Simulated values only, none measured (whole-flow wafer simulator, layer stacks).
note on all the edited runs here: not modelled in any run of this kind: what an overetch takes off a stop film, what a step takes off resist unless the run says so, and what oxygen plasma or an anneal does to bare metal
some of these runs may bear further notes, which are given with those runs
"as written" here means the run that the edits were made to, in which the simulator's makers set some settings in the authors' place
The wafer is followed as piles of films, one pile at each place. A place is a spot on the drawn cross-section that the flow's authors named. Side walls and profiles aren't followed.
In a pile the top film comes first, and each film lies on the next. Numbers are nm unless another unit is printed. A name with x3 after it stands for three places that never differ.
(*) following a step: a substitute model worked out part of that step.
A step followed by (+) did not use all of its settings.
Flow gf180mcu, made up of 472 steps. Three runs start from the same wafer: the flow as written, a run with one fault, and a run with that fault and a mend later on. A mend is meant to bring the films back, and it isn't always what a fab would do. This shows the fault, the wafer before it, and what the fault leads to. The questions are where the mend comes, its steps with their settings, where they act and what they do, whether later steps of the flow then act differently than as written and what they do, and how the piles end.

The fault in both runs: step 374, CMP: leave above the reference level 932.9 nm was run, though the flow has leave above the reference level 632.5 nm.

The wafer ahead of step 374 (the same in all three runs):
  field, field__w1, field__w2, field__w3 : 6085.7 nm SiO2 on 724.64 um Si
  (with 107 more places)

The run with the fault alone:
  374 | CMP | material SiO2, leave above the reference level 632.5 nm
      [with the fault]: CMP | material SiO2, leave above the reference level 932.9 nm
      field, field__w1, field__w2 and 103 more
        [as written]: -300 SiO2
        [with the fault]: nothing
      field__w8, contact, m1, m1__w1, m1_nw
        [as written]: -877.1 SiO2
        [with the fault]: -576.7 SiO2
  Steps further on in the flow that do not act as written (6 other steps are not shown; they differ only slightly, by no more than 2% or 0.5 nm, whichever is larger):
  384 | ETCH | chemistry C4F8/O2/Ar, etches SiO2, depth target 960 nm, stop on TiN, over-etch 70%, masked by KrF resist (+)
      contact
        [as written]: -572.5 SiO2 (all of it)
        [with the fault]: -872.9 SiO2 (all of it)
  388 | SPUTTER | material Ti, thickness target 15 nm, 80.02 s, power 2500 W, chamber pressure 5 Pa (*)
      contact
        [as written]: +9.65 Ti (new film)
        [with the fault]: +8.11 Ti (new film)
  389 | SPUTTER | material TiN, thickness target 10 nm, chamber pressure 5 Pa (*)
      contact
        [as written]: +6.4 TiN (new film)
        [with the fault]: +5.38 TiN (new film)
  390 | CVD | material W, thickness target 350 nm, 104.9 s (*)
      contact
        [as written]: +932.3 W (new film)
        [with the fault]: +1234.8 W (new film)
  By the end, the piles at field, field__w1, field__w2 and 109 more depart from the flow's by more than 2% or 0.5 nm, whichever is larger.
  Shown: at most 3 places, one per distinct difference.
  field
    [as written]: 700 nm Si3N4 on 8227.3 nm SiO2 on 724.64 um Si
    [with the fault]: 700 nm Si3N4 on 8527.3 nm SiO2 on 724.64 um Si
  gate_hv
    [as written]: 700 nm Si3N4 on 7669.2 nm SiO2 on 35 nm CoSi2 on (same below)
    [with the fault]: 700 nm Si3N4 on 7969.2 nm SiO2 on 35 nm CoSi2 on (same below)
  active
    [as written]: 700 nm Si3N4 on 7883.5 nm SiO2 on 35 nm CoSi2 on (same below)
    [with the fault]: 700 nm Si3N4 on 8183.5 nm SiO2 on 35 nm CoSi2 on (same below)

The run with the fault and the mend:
  After step 374 comes the mend.
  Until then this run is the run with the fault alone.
  374a | CMP | material SiO2, leave above the reference level 632.5 nm (the flow's step 374, run once more)
      field, field__w1, field__w2 and 103 more
        -300 SiO2
      field__w8, contact, m1, m1__w1, m1_nw
        -300.4 SiO2
  None of the later steps of the flow acts differently than as written at any place that is followed.
  At every place that both follow, the piles at the end match the flow's.
